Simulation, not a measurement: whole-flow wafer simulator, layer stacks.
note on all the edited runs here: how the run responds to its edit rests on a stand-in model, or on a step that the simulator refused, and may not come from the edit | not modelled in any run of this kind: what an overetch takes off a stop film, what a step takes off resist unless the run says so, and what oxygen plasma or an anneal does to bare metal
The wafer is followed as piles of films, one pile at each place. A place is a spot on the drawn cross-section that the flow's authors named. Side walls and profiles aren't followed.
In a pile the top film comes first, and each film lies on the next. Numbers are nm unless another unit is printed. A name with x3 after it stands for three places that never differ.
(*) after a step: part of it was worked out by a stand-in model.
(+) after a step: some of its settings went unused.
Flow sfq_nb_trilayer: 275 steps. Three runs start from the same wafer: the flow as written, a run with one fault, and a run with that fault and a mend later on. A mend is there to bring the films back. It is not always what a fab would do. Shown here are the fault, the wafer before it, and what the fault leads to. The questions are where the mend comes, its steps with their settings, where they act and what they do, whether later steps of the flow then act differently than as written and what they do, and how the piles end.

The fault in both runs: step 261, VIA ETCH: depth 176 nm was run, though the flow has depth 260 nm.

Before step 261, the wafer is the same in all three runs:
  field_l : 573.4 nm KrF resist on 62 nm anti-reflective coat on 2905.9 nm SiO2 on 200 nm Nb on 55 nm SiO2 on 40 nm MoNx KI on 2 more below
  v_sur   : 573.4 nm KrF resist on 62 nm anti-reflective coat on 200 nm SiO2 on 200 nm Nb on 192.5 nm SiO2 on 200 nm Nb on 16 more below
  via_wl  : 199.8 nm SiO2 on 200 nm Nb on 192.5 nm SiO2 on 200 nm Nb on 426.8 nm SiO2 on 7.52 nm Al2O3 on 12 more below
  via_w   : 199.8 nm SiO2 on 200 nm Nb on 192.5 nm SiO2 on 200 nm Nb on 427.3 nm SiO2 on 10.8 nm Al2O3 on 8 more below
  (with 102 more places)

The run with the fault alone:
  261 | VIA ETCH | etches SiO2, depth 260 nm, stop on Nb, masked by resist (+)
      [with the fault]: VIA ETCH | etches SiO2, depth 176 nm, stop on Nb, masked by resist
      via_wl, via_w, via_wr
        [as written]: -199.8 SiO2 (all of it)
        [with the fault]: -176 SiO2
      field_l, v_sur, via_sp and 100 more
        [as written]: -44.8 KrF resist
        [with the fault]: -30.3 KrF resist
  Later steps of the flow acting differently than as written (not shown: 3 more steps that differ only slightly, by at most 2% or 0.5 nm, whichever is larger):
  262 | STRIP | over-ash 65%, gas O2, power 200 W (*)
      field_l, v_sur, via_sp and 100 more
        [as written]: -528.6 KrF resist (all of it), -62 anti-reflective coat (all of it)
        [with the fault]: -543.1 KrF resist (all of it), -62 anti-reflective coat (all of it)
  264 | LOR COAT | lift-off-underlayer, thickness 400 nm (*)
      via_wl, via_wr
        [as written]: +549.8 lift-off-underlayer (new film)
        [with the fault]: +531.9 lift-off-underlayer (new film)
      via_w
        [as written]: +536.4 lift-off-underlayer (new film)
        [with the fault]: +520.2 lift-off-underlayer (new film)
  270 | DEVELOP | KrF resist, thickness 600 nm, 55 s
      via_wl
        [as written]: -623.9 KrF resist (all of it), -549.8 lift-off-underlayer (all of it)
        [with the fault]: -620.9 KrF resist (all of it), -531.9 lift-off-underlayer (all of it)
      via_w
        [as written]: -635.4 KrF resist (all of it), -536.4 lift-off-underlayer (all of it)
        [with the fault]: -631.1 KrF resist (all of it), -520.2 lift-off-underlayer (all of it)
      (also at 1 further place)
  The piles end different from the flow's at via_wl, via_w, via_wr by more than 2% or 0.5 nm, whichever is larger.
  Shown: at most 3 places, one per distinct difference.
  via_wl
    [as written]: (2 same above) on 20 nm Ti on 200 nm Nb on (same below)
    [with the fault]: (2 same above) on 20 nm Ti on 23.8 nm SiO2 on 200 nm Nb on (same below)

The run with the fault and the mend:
  After step 262 comes the mend.
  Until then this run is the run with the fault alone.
  262a | COAT | anti-reflective coat, thickness 62 nm (*) (the flow's step 254 again)
      p4_fl x3, p4_w1 x9, p4_g1 x2 and 63 more
        +62 anti-reflective coat (new film)
      r_end, moat, field_r and 7 more
        +61.7 anti-reflective coat (new film)
      ce_r, sp_r, be_r, r_sur, res
        +61.6 anti-reflective coat (new film)
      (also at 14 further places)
  262b | COAT | KrF resist, thickness 650 nm (*) (the flow's step 255 again)
      p4_fl x3, p4_w1 x9, p4_g1 x2 and 63 more
        +650 KrF resist (new film)
      lsp_l, ln_m5, lsp_m, ln_m6, lsp_r
        +649.4 KrF resist (new film)
      r_end, moat, field_r, l0_sur
        +649.3 KrF resist (new film)
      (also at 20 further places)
  262c | SOFTBAKE | KrF resist (the flow's step 256 again)
      does not change any film at any place that is followed
  262d | EXPOSE | photomask I7, dose 11.93 mJ/cm2, NA 0.6, wavelength 248 nm (*) (the flow's step 257 again)
      does not change any film at any place that is followed
  262e | PEB | KrF resist, 90 s (the flow's step 258 again)
      ce_r, sp_r, be_r and 89 more
        -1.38 KrF resist
      v_sur, wire, be, be_sur, gap, jj_sur, ce_l, c5j
        -1.37 KrF resist
      via_wl, via_wr
        -1.56 KrF resist
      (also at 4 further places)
  262f | DEVELOP | KrF resist, thickness 650 nm, 60 s (the flow's step 259 again)
      field_l, v_sur, via_sp and 100 more
        -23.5 KrF resist
      via_wl
        -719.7 KrF resist (all of it)
      via_w
        -769.6 KrF resist (all of it)
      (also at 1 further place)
  262g | VIA ETCH | etches anti-reflective coat, depth 125 nm, masked by resist (+) (the flow's step 260 again)
      field_l, v_sur, via_sp and 100 more
        -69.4 KrF resist
      via_wl, via_wr
        -125 anti-reflective coat
      via_w
        -79.6 anti-reflective coat (all of it), -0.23 SiO2
  262h | VIA ETCH | etches SiO2, depth 84 nm, stop on Nb, masked by resist (*) (+) (the flow's step 261 again, with other settings)
      field_l, v_sur, via_sp and 100 more
        -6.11 KrF resist
      via_wl, via_wr
        -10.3 anti-reflective coat (all of it), -23.8 SiO2 (all of it)
      via_w
        -23.6 SiO2 (all of it)
  262i | STRIP | over-ash 65%, gas O2, power 200 W (*) (the flow's step 262 again)
      p4_fl x3, p4_w1 x9, p4_g1 x2 and 63 more
        -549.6 KrF resist (all of it), -62 anti-reflective coat (all of it)
      moat, field_r, lsp_l, ln_m5, lsp_m, ln_m6, lsp_r, l0_sur
        -548.9 KrF resist (all of it), -61.7 anti-reflective coat (all of it)
      ce_l, c5j
        -548.5 KrF resist (all of it), -61.5 anti-reflective coat (all of it)
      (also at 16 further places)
  Later steps of the flow that are run all act as written at every place that is followed.
  At every place that both follow, the piles at the end match the flow's.
